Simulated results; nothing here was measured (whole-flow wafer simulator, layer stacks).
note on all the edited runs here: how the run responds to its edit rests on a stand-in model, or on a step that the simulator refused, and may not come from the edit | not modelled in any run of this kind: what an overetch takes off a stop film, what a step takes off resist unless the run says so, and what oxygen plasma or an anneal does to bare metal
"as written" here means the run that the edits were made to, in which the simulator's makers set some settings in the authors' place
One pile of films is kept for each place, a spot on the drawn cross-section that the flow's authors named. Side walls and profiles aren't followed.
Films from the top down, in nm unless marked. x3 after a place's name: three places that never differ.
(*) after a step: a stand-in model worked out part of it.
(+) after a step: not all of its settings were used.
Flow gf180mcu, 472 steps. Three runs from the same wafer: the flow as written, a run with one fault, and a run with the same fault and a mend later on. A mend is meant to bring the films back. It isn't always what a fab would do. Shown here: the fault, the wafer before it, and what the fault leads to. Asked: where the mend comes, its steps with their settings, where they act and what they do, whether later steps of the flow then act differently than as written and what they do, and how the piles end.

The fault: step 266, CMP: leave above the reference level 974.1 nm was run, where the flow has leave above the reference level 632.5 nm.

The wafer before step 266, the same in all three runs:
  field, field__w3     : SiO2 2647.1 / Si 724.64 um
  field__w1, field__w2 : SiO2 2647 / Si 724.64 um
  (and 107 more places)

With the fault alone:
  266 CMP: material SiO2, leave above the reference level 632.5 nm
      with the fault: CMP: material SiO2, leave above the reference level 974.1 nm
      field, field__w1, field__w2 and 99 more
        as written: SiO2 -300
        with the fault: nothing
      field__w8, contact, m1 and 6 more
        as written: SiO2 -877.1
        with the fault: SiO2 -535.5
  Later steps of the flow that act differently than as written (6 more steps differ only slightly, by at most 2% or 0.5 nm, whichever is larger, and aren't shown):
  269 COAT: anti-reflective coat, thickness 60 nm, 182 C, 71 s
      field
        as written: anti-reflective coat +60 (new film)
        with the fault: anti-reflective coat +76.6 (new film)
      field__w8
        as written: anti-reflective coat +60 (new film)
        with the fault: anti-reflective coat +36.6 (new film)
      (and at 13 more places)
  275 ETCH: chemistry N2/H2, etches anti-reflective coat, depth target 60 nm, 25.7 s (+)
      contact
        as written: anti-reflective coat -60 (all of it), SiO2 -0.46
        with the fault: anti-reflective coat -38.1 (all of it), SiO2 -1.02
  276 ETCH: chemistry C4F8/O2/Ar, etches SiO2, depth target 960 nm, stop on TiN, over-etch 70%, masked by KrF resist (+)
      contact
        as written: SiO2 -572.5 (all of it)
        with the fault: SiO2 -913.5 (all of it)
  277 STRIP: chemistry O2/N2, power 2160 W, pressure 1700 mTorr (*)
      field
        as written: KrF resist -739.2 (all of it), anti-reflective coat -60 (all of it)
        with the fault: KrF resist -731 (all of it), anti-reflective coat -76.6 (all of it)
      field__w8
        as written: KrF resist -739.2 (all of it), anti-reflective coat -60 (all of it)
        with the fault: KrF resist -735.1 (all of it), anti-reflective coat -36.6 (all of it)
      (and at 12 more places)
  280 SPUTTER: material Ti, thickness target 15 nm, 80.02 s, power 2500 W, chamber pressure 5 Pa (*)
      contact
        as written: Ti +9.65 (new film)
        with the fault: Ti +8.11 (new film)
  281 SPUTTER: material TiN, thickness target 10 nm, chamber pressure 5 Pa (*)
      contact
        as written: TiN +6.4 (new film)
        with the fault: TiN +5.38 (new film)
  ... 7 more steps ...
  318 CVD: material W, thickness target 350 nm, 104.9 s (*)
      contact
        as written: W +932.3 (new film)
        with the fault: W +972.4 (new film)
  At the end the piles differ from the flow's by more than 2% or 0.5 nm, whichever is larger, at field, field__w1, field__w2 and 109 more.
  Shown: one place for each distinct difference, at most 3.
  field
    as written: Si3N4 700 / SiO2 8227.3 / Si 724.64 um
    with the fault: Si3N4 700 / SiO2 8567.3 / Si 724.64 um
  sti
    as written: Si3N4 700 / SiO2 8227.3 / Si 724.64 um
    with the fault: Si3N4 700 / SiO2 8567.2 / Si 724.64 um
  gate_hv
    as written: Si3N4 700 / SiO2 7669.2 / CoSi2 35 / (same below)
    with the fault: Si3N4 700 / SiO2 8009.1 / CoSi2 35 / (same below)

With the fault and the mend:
  The mend comes after step 274.
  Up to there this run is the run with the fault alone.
  274a STRIP: chemistry O2/N2, power 2160 W, pressure 1700 mTorr (*)
      iso_ptap_pw, iso_ntap_nw, iso_nw_fld and 33 more
        KrF resist -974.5 (all of it), anti-reflective coat -60 (all of it)
      field__w6, field_sub, field_sub__w1 and 17 more
        KrF resist -974.9 (all of it), anti-reflective coat -60.1 (all of it)
      field__w2, field__w3, field__w7 and 10 more
        KrF resist -975 (all of it), anti-reflective coat -60.1 (all of it)
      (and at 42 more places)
  274b CMP: material SiO2, leave above the reference level 632.5 nm (the flow's step 266 once more)
      field, field__w1, field__w2 and 99 more
        SiO2 -300
      field__w8, contact, m1 and 6 more
        SiO2 -341.6
  274c HMDS: 120 C, 60 s (the flow's step 268 once more)
      changes no film at any place that is followed
  274d COAT: anti-reflective coat, thickness 60 nm, 182 C, 71 s (the flow's step 269 once more)
      field, field__w1, field__w2 and 108 more
        anti-reflective coat +60 (new film)
  274e COAT: KrF resist, thickness 1000 nm (the flow's step 270 once more)
      field, field__w1, field__w2 and 108 more
        KrF resist +1000 (new film)
  274f SOFTBAKE: KrF resist (the flow's step 271 once more)
      changes no film at any place that is followed
  274g EXPOSE: photomask Via1 (the flow's step 272 once more)
      changes no film at any place that is followed
  274h PEB: KrF resist, 135 C, 90 s (the flow's step 273 once more)
      field, field__w1, field__w2 and 108 more
        KrF resist -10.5
  274i DEVELOP: KrF resist, thickness 1000 nm, 60 s (the flow's step 274 once more)
      field, field__w1, field__w2 and 107 more
        KrF resist -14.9
      contact
        KrF resist -989.5 (all of it)
  No later step of the flow acts differently than as written at any place that is followed.
  At the end the piles are the same as the flow's at every place that both follow.
